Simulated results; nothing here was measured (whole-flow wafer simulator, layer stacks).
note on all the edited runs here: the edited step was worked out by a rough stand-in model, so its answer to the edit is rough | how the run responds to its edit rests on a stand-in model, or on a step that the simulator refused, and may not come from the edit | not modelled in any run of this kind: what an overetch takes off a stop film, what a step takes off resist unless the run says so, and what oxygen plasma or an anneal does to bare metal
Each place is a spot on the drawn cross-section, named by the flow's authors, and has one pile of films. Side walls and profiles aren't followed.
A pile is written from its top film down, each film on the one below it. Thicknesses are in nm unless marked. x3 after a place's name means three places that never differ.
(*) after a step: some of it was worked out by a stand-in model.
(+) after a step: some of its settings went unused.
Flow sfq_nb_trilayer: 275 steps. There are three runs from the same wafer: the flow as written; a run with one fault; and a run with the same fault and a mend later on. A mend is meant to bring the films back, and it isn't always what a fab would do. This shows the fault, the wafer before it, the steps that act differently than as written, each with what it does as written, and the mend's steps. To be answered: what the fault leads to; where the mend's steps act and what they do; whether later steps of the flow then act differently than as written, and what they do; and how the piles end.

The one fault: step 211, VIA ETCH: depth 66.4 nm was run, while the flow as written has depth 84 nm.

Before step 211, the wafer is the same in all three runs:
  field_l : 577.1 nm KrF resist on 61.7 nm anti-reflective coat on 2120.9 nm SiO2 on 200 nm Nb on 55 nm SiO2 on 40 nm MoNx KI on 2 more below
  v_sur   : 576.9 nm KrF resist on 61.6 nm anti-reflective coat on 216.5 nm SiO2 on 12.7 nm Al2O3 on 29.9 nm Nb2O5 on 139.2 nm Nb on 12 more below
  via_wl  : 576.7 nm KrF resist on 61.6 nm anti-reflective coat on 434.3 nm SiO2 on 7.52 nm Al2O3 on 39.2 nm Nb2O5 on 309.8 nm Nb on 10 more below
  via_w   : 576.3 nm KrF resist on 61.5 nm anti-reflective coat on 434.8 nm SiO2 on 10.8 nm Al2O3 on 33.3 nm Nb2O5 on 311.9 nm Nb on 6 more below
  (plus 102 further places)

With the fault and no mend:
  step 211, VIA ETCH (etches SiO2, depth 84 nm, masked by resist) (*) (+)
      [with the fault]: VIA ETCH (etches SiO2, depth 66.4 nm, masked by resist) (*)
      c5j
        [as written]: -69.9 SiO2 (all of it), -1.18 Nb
        [with the fault]: -66.4 SiO2
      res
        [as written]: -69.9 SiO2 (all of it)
        [with the fault]: -66.4 SiO2
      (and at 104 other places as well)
  Later steps of the flow acting differently than as written (not shown: 8 more steps that differ only slightly, by at most 2% or 0.5 nm, whichever is larger):
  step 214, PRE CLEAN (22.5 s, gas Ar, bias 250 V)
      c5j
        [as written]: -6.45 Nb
        [with the fault]: -3.49 SiO2 (all of it), -3.9 Nb
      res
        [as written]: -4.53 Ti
        [with the fault]: -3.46 SiO2 (all of it), -3.31 Ti
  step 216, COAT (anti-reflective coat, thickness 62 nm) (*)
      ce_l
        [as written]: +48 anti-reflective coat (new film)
        [with the fault]: +49 anti-reflective coat (new film)
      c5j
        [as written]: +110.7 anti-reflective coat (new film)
        [with the fault]: +108 anti-reflective coat (new film)
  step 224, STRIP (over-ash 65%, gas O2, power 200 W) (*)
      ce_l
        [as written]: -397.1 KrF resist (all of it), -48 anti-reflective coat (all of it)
        [with the fault]: -396.5 KrF resist (all of it), -49 anti-reflective coat (all of it)
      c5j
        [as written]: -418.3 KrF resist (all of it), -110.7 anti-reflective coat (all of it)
        [with the fault]: -416.3 KrF resist (all of it), -108 anti-reflective coat (all of it)
  The piles end different from the flow's at res by more than 2% or 0.5 nm, whichever is larger.
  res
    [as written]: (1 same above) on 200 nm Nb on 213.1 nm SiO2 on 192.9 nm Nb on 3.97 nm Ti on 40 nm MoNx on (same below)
    [with the fault]: (1 same above) on 200 nm Nb on 211.7 nm SiO2 on 193.1 nm Nb on 5.19 nm Ti on 40 nm MoNx on (same below)

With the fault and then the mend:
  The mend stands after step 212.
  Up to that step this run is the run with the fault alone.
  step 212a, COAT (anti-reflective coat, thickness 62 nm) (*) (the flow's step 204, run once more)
      lsp_l, p4_fl x3, p4_w1 x9 and 52 more
        +62 anti-reflective coat (new film)
      field_r, ln_m5, lsp_m and 7 more
        +61.9 anti-reflective coat (new film)
      v_sur, via_wl
        +61.5 anti-reflective coat (new film)
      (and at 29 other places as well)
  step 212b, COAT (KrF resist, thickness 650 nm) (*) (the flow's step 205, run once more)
      l0_sur, p4_fl x3, p4_w1 x9 and 35 more
        +650 KrF resist (new film)
      l0v, wl_b_m5, wl_b_sr and 13 more
        +649.9 KrF resist (new film)
      ln_m6, wl_j_sl, wl_j_sr
        +650.2 KrF resist (new film)
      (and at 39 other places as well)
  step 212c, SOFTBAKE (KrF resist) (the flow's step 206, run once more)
      leaves every film unchanged at each place that is followed
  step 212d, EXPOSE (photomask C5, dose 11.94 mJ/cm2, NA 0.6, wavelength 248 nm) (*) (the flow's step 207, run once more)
      leaves every film unchanged at each place that is followed
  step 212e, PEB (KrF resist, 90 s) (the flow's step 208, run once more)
      field_l, sp_r, res and 81 more
        -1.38 KrF resist
      v_sur, via_wl, via_w, via_wr, via_sp, be_sur, jj_sur
        -1.37 KrF resist
      r5r_line_l, r5r_line_c, r5r_line_r
        -1.34 KrF resist
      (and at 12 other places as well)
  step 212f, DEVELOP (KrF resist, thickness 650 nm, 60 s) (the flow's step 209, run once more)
      field_l, v_sur, via_wl and 101 more
        -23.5 KrF resist
      c5j
        -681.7 KrF resist (all of it)
      res
        -650.9 KrF resist (all of it)
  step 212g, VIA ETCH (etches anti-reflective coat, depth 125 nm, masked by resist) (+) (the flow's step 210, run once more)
      field_l, v_sur, via_wl and 101 more
        -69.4 KrF resist
      c5j
        -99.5 anti-reflective coat (all of it), -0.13 SiO2
      res
        -87.9 anti-reflective coat (all of it), -0.19 SiO2
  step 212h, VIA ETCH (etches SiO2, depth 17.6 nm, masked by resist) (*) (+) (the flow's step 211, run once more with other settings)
      field_l, v_sur, via_wl and 101 more
        -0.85 KrF resist
      c5j
        -3.37 SiO2 (all of it), -0.13 Nb
      res
        -3.27 SiO2 (all of it)
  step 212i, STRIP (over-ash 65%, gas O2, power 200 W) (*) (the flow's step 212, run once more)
      p4_fl x3, p4_w1 x9, p4_g1 x2 and 33 more
        -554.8 KrF resist (all of it), -62 anti-reflective coat (all of it)
      wl_b_m5, wl_b_sr, wl_c_sl and 12 more
        -554.7 KrF resist (all of it), -62 anti-reflective coat (all of it)
      wl_j_sl, wl_j_sr
        -555 KrF resist (all of it), -60.2 anti-reflective coat (all of it)
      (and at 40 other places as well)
  None of the later steps of the flow differs from how it acts as written, at any place that is followed, by more than 2% or 0.5 nm, whichever is larger.
  When the end is reached, the piles differ only a little from the flow's at the places that both follow, at most by 2% or 0.5 nm, whichever is larger.
